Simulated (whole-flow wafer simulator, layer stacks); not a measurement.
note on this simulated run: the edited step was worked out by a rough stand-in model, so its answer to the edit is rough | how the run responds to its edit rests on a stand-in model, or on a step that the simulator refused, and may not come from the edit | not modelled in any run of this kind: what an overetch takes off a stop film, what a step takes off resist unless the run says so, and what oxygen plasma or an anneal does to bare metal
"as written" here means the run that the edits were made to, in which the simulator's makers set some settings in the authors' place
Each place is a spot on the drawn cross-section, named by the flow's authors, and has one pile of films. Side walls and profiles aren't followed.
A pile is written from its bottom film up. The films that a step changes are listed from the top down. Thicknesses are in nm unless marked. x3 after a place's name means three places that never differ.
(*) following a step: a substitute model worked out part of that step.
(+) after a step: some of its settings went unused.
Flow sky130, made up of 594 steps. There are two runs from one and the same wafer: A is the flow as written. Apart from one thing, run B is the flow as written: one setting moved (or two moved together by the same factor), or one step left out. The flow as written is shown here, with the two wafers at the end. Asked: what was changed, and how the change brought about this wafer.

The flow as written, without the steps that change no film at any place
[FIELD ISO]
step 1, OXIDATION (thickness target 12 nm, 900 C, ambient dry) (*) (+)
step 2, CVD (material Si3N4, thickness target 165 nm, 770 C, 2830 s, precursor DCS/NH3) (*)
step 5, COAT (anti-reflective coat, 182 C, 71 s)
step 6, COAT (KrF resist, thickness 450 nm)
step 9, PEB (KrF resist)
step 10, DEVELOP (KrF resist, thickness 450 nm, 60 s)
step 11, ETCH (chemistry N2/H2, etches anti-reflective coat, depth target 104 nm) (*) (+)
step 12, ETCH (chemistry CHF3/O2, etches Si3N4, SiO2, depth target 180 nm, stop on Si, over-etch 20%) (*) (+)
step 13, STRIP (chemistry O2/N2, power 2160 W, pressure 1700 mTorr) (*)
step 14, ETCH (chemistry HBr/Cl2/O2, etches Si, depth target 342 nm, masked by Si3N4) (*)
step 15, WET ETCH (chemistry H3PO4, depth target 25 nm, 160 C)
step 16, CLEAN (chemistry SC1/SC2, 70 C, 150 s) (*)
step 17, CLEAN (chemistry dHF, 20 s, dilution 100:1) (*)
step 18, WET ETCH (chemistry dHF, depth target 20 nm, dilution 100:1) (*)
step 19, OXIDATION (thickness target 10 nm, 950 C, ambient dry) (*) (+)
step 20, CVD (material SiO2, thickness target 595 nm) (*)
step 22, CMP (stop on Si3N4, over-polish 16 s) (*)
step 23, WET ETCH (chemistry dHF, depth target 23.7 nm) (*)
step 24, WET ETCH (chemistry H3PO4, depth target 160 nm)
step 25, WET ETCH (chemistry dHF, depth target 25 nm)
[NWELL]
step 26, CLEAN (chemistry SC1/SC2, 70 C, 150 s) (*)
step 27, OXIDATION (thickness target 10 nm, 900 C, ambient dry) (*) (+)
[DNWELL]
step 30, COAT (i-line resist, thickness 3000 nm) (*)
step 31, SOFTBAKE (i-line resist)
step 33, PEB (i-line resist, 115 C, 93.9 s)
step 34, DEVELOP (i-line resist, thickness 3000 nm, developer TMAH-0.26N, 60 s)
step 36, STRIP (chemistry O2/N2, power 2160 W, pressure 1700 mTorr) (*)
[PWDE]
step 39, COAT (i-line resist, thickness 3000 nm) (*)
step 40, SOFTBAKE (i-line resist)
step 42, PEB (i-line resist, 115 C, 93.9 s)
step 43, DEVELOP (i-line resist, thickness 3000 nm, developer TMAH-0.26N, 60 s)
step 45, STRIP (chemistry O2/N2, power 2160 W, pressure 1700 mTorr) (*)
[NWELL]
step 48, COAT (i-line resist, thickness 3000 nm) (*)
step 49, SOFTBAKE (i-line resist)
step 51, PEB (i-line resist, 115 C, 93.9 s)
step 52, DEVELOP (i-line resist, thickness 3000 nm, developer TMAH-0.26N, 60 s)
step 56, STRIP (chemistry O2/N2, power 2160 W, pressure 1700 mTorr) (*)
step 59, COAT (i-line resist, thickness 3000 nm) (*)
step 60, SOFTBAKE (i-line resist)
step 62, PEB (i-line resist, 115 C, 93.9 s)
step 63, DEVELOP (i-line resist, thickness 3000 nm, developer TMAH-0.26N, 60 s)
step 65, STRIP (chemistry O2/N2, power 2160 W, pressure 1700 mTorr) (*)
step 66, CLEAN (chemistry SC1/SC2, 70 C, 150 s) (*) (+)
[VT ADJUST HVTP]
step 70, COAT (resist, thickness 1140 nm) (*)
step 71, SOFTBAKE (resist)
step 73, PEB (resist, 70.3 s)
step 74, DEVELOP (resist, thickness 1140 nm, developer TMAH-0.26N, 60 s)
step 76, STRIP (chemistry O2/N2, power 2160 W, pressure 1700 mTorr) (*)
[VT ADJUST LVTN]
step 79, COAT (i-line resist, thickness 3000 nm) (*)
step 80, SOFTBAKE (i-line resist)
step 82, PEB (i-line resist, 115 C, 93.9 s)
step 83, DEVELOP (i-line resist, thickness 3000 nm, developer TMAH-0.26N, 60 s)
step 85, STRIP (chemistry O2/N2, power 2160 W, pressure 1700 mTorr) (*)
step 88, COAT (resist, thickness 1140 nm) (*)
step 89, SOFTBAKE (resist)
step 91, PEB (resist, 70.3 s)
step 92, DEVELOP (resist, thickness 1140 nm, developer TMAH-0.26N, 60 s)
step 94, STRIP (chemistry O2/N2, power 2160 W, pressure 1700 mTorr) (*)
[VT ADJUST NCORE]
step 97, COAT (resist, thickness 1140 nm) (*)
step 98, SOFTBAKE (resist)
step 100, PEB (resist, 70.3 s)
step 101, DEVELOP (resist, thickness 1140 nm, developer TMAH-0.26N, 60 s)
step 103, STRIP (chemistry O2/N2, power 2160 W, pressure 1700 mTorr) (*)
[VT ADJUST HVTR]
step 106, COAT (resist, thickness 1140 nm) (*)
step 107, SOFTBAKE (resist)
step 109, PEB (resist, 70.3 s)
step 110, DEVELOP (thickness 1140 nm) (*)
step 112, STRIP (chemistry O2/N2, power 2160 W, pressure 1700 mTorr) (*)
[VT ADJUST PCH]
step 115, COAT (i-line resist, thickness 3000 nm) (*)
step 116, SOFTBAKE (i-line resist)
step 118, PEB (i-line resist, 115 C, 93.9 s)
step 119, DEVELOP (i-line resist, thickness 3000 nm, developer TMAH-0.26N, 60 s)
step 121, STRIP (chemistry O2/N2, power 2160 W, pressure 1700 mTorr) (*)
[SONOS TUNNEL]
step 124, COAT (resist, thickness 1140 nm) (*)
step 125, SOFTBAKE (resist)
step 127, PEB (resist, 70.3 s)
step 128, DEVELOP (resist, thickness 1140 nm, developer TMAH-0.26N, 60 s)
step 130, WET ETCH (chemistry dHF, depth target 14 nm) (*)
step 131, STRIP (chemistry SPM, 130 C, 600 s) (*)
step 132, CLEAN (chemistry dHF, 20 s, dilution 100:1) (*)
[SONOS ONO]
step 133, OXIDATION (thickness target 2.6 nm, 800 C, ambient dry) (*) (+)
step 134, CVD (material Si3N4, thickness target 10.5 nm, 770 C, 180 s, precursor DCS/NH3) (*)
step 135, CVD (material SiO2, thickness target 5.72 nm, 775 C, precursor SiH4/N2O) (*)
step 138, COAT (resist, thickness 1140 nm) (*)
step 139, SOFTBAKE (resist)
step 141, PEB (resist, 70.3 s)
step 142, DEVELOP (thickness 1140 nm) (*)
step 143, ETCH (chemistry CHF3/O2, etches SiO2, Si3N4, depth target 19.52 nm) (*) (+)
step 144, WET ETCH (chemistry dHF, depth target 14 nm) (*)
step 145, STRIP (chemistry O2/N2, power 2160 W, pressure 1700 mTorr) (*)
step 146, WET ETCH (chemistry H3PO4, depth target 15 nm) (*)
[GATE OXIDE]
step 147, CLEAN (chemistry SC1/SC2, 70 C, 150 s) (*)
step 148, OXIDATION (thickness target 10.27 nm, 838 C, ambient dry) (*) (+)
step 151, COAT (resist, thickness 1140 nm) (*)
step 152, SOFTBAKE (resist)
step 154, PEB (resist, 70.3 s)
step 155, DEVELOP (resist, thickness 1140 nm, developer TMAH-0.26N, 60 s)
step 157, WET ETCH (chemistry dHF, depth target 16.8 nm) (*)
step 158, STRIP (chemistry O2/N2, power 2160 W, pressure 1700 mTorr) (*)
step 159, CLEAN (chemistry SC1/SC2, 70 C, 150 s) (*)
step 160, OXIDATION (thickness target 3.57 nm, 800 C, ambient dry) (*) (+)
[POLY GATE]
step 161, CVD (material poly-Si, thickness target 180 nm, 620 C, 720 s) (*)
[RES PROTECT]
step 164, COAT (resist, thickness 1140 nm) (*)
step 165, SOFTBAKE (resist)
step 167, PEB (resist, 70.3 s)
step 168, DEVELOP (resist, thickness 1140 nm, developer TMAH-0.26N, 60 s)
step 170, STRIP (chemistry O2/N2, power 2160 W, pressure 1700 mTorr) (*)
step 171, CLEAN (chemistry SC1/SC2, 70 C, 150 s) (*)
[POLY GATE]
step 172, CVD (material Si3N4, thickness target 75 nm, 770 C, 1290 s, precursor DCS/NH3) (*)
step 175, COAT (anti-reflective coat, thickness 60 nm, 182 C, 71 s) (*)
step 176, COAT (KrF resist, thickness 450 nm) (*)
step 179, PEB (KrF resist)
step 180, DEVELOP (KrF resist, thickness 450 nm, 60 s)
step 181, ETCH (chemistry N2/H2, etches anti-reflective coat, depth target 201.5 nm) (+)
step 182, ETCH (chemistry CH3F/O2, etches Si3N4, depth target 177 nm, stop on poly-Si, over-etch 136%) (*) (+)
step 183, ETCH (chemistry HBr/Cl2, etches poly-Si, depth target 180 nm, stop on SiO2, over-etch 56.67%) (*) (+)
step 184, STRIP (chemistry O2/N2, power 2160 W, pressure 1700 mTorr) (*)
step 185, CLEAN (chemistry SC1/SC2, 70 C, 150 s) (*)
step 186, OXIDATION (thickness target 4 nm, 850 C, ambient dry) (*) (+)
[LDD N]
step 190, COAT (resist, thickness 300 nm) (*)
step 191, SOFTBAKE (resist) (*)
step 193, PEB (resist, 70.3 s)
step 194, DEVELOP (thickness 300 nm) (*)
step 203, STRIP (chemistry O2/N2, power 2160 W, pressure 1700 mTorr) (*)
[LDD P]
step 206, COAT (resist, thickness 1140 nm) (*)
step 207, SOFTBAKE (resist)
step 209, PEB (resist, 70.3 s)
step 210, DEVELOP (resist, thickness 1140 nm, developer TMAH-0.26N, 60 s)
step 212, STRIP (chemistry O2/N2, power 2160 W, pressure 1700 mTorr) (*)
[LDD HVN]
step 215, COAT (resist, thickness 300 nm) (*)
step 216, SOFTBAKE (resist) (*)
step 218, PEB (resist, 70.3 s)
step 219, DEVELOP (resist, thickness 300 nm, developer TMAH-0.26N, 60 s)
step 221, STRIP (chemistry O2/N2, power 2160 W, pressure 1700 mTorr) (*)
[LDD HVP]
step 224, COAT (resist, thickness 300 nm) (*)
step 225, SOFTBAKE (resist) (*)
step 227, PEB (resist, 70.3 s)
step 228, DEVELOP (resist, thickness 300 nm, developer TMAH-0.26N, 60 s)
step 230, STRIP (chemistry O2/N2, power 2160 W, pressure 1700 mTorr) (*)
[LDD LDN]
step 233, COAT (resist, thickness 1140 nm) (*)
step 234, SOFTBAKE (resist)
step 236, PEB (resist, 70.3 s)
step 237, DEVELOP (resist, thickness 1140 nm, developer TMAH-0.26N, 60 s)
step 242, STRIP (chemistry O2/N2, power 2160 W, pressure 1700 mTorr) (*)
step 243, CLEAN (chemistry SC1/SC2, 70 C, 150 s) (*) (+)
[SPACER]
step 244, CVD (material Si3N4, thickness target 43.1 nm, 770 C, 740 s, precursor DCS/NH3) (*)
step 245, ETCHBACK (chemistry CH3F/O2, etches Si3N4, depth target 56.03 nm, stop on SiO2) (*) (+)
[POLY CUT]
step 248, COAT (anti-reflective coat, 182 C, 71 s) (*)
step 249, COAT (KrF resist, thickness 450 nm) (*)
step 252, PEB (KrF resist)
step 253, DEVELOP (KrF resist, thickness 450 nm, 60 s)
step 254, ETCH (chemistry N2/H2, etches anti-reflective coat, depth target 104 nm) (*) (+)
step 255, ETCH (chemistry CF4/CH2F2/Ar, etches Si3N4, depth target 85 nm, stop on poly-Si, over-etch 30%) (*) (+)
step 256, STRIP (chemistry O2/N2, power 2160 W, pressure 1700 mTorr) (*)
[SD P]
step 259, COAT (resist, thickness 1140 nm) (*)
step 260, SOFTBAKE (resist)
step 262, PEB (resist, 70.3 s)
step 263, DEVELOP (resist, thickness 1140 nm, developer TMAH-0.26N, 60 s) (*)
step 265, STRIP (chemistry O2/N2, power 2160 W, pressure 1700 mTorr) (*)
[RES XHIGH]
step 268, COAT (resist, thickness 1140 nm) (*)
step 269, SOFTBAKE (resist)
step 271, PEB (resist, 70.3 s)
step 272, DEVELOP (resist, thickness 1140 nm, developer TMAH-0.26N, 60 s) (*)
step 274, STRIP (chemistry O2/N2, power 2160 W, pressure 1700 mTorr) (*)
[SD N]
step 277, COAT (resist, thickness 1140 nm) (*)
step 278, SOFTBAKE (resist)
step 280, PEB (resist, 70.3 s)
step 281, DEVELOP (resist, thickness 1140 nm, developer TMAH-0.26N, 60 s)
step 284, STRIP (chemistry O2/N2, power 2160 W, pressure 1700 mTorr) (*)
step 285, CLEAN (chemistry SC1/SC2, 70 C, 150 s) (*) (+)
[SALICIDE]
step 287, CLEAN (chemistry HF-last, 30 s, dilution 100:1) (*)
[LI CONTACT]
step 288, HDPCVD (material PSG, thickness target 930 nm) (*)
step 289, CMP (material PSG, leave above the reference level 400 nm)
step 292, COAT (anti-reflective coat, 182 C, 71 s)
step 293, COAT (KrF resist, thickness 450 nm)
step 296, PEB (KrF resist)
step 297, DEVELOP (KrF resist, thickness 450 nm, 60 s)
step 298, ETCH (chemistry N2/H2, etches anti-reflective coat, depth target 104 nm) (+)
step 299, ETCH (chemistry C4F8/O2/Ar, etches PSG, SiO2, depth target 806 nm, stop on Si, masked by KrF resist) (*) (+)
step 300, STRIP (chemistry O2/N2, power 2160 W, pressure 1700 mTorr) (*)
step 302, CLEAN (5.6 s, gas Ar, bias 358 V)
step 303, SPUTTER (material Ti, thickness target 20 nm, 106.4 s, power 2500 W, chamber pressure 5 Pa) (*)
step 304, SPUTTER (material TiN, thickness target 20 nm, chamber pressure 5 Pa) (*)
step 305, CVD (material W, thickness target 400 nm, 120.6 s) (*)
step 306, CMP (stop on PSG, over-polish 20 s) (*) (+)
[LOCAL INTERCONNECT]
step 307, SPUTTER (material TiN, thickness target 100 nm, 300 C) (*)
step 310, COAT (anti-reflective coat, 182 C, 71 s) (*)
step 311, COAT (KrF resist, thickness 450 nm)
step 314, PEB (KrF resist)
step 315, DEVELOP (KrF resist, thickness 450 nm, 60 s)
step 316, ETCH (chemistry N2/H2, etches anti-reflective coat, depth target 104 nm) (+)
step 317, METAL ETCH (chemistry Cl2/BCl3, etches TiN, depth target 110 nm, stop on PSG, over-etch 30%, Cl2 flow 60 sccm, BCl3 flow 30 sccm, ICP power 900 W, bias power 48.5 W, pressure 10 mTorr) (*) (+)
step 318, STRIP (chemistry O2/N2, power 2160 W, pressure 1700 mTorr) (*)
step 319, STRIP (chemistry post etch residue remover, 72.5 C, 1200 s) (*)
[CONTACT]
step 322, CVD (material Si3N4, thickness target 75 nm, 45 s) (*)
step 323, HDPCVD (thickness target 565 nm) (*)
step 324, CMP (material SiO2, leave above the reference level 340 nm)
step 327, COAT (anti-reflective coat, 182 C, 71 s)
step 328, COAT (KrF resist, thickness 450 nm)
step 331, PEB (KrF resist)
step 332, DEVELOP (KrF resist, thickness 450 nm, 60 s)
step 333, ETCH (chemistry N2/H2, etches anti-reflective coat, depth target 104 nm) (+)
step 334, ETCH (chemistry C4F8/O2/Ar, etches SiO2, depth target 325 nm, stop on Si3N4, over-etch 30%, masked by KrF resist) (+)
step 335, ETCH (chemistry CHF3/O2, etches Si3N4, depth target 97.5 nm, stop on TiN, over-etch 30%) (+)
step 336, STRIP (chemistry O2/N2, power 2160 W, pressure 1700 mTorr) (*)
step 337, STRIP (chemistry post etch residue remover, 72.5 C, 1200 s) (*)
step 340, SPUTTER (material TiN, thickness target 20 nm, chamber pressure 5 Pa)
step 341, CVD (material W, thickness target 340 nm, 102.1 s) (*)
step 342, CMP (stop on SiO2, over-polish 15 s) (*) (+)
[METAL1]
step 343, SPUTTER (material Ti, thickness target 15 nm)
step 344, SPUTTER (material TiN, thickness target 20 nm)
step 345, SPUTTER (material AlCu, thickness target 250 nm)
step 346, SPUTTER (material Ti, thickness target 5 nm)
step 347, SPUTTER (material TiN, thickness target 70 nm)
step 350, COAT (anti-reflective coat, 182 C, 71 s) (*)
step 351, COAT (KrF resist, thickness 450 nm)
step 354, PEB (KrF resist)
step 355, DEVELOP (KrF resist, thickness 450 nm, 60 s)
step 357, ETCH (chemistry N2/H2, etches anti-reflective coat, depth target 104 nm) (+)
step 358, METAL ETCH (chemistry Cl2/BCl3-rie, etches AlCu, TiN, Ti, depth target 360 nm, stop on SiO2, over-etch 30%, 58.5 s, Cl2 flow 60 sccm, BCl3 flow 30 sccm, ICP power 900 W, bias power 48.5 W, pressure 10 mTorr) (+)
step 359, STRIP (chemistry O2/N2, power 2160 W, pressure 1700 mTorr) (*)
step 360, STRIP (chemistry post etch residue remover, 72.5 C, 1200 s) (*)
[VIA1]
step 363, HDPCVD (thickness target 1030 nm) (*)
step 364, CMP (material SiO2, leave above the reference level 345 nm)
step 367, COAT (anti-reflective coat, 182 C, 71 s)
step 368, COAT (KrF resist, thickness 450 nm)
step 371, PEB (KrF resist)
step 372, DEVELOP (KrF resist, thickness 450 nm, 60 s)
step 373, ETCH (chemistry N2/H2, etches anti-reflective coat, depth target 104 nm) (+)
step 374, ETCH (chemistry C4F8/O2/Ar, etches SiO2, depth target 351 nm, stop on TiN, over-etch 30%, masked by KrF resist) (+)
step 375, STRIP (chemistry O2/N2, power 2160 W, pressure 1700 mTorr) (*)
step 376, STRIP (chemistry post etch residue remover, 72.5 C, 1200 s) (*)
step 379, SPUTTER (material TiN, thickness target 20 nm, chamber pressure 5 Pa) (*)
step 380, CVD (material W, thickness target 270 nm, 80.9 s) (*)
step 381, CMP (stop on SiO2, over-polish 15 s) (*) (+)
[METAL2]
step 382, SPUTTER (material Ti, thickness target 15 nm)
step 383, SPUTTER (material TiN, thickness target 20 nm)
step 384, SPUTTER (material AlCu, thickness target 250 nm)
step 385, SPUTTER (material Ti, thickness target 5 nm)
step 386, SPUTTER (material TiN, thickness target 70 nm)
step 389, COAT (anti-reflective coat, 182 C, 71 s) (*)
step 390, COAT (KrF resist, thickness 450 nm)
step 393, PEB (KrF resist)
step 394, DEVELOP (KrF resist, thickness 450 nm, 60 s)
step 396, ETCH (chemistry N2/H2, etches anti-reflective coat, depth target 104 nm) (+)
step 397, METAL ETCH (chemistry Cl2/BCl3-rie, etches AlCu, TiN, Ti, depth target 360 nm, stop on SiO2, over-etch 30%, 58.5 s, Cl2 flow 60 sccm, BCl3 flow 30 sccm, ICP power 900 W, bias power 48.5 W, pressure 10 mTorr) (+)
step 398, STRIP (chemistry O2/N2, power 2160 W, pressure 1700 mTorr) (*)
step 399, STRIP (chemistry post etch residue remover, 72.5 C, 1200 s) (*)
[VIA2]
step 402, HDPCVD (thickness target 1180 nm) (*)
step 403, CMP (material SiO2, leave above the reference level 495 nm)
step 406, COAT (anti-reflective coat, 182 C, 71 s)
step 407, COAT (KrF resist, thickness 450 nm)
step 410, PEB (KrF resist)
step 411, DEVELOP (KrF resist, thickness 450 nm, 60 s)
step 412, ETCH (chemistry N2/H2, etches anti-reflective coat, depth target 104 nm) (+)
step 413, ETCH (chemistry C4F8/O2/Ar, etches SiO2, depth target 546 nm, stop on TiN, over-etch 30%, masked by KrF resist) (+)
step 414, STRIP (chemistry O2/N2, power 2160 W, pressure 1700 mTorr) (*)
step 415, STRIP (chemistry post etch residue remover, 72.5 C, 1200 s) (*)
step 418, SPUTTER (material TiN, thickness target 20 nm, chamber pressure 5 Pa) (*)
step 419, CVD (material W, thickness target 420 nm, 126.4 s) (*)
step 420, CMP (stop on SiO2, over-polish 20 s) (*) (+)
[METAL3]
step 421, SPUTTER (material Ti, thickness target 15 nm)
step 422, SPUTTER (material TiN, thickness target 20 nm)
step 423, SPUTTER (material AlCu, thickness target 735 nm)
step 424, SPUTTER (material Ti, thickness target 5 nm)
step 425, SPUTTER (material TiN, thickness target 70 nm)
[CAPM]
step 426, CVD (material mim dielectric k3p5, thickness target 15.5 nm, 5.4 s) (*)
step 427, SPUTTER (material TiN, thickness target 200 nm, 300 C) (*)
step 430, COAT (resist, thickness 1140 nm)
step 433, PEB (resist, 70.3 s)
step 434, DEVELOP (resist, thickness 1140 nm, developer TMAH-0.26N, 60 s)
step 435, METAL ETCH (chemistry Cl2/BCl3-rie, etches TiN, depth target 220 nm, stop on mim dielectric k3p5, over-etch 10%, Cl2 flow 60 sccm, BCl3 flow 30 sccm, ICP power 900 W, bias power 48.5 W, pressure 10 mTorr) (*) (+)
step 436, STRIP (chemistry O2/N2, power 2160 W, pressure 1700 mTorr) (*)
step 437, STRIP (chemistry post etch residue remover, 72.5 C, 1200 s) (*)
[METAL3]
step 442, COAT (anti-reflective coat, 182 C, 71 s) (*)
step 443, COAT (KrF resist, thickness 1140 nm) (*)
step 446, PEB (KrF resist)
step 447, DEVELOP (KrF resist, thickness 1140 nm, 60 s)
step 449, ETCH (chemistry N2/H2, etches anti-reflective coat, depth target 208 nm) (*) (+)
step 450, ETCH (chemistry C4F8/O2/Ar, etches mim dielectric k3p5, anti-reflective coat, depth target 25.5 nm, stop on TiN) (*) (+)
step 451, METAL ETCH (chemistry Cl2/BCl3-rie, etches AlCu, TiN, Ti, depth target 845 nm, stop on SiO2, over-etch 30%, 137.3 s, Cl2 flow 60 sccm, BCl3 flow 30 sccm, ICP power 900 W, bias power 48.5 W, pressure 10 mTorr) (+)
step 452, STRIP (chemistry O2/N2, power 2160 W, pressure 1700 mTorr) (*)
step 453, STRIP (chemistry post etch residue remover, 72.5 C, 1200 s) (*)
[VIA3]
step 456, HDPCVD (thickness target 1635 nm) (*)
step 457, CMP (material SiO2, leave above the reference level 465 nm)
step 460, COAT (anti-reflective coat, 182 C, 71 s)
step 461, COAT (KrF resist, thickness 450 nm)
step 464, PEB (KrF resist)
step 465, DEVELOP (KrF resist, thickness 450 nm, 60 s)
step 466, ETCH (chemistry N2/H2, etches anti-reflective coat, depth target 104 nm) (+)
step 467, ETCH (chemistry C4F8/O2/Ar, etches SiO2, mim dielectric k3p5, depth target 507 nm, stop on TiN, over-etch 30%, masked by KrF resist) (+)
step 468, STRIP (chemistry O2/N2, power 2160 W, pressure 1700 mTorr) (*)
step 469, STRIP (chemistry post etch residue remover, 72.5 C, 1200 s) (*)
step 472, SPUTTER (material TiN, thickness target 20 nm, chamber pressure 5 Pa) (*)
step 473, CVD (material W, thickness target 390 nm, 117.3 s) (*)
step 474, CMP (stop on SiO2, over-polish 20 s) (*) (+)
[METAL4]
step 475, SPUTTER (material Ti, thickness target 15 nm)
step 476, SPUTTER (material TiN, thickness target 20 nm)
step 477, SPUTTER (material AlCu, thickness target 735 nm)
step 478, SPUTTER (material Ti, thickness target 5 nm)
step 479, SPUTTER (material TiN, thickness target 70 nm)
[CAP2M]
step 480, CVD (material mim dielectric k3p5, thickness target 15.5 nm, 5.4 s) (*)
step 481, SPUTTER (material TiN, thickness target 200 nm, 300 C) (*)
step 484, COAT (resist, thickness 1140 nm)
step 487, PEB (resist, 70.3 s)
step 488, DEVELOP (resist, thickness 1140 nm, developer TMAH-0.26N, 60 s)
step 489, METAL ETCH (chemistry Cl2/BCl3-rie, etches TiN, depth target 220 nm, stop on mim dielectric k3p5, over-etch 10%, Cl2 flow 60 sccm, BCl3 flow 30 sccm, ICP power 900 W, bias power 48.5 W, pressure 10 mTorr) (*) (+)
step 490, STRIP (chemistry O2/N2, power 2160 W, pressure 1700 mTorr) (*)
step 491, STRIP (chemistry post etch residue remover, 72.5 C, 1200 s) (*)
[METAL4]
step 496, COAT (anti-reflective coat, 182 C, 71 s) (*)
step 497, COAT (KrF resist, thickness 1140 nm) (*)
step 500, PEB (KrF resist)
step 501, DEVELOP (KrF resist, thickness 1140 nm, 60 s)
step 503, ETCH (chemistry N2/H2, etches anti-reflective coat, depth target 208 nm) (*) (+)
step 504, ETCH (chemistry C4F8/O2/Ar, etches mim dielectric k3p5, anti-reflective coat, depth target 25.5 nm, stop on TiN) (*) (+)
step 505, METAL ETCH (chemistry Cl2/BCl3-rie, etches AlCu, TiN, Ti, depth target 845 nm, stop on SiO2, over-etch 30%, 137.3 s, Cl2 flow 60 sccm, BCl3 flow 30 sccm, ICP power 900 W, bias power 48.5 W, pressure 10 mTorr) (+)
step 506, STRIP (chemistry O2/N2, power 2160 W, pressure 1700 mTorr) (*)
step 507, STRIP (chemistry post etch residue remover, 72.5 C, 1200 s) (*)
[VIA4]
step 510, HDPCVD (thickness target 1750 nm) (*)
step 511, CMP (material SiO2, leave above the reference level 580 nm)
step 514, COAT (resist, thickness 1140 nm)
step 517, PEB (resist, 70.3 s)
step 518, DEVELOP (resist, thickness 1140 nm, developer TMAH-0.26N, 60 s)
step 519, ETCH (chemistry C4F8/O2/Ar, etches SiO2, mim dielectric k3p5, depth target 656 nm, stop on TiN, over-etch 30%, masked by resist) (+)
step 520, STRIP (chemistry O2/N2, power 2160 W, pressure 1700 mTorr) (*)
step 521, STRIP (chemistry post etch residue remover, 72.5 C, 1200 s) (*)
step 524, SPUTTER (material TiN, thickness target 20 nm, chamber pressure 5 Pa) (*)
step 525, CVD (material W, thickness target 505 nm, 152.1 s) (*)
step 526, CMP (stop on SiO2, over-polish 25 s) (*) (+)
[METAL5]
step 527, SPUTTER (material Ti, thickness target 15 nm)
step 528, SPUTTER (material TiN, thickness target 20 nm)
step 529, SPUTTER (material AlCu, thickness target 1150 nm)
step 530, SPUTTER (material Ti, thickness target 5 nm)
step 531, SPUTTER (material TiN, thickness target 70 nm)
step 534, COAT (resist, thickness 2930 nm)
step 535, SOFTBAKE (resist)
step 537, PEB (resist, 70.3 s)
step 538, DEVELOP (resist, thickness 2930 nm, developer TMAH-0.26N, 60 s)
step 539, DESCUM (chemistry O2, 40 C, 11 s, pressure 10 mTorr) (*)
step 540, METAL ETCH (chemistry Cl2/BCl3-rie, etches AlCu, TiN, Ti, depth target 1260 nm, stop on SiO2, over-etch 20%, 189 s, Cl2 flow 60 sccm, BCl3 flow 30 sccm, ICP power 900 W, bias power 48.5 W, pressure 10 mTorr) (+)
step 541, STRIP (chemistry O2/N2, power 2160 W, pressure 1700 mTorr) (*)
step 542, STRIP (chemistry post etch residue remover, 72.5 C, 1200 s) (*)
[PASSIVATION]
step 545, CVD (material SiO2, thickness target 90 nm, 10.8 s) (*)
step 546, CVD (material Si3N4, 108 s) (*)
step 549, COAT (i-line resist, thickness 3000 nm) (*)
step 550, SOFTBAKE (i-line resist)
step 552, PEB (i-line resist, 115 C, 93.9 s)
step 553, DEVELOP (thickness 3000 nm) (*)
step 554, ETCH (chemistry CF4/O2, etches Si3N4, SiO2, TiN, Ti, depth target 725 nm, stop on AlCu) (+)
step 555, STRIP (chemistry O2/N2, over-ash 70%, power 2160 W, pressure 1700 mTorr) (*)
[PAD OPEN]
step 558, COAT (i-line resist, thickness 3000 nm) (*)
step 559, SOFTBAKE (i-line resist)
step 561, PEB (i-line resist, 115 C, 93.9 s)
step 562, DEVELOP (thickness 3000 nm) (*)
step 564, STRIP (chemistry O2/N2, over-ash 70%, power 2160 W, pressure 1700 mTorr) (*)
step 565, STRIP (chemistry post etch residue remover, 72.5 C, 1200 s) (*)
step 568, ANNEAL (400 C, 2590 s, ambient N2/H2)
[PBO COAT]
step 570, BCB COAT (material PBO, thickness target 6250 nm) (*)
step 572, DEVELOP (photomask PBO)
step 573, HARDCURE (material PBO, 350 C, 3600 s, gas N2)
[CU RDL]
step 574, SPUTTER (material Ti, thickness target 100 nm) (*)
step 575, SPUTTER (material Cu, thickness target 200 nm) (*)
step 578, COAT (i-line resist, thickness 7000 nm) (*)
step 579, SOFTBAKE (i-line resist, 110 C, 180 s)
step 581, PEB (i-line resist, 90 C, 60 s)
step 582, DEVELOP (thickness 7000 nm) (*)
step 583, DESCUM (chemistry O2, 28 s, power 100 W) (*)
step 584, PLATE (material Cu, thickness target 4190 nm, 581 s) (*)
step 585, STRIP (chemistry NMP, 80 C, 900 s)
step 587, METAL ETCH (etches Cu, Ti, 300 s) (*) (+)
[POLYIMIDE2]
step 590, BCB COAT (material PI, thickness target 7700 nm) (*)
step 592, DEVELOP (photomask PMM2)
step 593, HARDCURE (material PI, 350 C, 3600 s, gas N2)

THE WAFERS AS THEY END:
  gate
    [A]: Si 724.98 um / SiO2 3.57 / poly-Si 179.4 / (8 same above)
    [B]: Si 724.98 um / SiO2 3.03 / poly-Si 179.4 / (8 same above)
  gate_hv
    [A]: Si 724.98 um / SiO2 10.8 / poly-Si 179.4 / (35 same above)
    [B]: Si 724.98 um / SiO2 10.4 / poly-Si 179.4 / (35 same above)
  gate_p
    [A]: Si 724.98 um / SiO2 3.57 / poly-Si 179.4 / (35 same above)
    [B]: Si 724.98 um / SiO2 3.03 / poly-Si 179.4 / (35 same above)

Cause: step 160, OXIDATION: thickness target 3.03 nm was run, though the flow has thickness target 3.57 nm.
The wafer lets one read it off: gate has SiO2 3.03, and step 160 as written asks for 3.57 nm.

Step by step, how the change led to this:
  step 160, OXIDATION (thickness target 3.57 nm, 800 C, ambient dry) (*) (+)
      active, n_well, p_well and 58 more: A SiO2 gains 3.57 (new film), chemical SiO2 loses 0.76 (all of it), Si loses 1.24 | B SiO2 gains 3.03 (new film), chemical SiO2 loses 0.76 (all of it), Si loses 1
